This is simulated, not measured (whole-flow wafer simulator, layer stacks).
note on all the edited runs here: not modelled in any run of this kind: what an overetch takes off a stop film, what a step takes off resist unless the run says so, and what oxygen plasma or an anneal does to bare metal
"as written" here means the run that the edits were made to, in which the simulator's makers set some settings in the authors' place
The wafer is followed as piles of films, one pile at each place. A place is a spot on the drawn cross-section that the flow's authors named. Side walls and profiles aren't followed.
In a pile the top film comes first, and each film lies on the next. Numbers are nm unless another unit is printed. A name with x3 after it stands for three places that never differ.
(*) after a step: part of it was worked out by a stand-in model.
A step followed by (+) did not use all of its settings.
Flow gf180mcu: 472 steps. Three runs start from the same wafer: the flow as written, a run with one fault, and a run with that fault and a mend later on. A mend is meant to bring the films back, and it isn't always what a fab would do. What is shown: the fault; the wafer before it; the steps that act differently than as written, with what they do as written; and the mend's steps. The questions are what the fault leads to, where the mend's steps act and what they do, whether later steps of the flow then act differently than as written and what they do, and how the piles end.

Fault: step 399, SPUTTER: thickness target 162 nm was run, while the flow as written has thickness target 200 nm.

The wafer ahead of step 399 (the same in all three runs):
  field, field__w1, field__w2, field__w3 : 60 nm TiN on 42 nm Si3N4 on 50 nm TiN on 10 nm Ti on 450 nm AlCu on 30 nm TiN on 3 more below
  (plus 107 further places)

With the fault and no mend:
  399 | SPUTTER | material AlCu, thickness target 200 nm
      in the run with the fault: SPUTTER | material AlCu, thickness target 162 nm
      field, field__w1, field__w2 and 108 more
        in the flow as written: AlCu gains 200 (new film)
        in the run with the fault: AlCu gains 162 (new film)
  Later steps of the flow acting differently than as written (6 other steps are not shown; they differ only slightly, by no more than 2% or 0.5 nm, whichever is larger):
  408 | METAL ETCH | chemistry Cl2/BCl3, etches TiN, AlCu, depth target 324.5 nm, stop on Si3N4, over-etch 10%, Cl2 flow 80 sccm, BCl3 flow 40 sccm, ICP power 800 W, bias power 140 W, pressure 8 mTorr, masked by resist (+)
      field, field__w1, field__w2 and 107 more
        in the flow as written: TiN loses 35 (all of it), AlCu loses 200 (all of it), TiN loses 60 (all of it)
        in the run with the fault: TiN loses 35 (all of it), AlCu loses 162 (all of it), TiN loses 60 (all of it)
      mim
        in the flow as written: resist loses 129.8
        in the run with the fault: resist loses 113.1
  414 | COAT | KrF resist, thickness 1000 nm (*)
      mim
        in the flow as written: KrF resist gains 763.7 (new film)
        in the run with the fault: KrF resist gains 792.8 (new film)
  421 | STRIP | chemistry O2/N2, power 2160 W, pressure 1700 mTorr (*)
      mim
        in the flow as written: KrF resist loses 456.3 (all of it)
        in the run with the fault: KrF resist loses 484.9 (all of it)
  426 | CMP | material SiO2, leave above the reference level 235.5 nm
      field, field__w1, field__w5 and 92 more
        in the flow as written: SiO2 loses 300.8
        in the run with the fault: SiO2 loses 338.8
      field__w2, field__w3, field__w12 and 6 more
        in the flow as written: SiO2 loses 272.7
        in the run with the fault: SiO2 loses 310.7
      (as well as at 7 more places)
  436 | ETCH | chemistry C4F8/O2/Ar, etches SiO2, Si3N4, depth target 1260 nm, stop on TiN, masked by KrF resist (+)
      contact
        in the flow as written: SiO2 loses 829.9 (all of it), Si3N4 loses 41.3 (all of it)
        in the run with the fault: SiO2 loses 791.9 (all of it), Si3N4 loses 41.3 (all of it)
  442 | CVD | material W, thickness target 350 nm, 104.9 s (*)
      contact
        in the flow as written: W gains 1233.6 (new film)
        in the run with the fault: W gains 1195.3 (new film)
  At field__w4, field__w8, contact, m1, m1__w1, mim, mim_1p0, m1_nw, the piles at the end differ from the flow's by more than 2% or 0.5 nm, whichever is larger.
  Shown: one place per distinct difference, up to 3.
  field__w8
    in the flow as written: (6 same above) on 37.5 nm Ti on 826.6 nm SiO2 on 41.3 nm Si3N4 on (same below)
    in the run with the fault: (6 same above) on 37.5 nm Ti on 788.6 nm SiO2 on 41.3 nm Si3N4 on (same below)
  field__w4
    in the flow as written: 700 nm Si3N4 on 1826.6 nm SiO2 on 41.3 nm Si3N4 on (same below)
    in the run with the fault: 700 nm Si3N4 on 1788.6 nm SiO2 on 41.3 nm Si3N4 on (same below)
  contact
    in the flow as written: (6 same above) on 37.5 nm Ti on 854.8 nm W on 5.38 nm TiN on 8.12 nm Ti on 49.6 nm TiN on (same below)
    in the run with the fault: (6 same above) on 37.5 nm Ti on 816.5 nm W on 5.5 nm TiN on 8.3 nm Ti on 49.6 nm TiN on (same below)

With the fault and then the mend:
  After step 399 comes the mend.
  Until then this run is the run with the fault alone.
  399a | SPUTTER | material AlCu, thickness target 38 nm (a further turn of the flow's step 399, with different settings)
      field, field__w1, field__w2 and 108 more
        AlCu gains 38
  None of the later steps of the flow acts differently than as written at any place that is followed.
  The piles end the same as the flow's at every place that both follow.
